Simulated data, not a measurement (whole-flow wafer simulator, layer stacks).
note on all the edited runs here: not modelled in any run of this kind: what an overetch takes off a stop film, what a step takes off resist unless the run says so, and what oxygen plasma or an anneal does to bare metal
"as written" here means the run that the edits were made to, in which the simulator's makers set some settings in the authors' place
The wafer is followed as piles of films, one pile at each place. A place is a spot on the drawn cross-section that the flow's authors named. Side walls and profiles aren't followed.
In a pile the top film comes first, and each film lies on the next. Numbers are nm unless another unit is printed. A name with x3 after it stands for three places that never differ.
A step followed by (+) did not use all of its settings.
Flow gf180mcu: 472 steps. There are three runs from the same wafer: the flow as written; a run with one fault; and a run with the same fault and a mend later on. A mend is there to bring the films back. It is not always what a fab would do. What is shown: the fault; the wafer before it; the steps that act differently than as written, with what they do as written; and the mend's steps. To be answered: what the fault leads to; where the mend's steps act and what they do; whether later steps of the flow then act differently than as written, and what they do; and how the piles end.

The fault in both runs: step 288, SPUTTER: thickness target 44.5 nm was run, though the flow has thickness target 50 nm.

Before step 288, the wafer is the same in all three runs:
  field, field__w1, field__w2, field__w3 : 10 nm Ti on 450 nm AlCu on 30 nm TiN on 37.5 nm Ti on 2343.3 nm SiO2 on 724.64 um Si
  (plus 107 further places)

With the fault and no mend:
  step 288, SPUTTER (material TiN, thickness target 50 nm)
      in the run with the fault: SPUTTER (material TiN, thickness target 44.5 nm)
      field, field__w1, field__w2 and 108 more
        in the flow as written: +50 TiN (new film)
        in the run with the fault: +44.5 TiN (new film)
  Steps further on in the flow that do not act as written (5 more steps, not shown, differ only slightly: by at most 2% or 0.5 nm, whichever is larger):
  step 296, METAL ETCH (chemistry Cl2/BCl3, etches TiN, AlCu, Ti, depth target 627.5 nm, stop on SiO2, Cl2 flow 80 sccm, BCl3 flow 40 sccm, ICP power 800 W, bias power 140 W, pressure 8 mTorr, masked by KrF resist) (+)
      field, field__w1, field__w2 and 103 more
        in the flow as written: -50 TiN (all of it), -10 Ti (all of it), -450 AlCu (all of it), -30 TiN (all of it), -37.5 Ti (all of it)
        in the run with the fault: -44.5 TiN (all of it), -10 Ti (all of it), -450 AlCu (all of it), -30 TiN (all of it), -37.5 Ti (all of it)
  At field__w8, contact, m1, m1__w1, m1_nw, the piles at the end differ from the flow's by more than 2% or 0.5 nm, whichever is larger.
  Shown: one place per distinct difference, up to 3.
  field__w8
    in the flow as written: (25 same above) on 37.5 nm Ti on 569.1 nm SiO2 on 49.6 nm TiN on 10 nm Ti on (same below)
    in the run with the fault: (25 same above) on 37.5 nm Ti on 574.6 nm SiO2 on 44.1 nm TiN on 10 nm Ti on (same below)
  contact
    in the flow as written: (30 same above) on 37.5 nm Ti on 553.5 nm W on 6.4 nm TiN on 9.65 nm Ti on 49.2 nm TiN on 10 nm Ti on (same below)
    in the run with the fault: (30 same above) on 37.5 nm Ti on 559.1 nm W on 6.38 nm TiN on 9.62 nm Ti on 43.7 nm TiN on 10 nm Ti on (same below)

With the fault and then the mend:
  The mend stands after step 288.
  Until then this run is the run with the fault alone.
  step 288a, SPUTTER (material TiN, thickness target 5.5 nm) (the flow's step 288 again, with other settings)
      field, field__w1, field__w2 and 108 more
        +5.5 TiN
  None of the later steps of the flow acts differently than as written at any place that is followed.
  At every place that both follow, the piles at the end match the flow's.
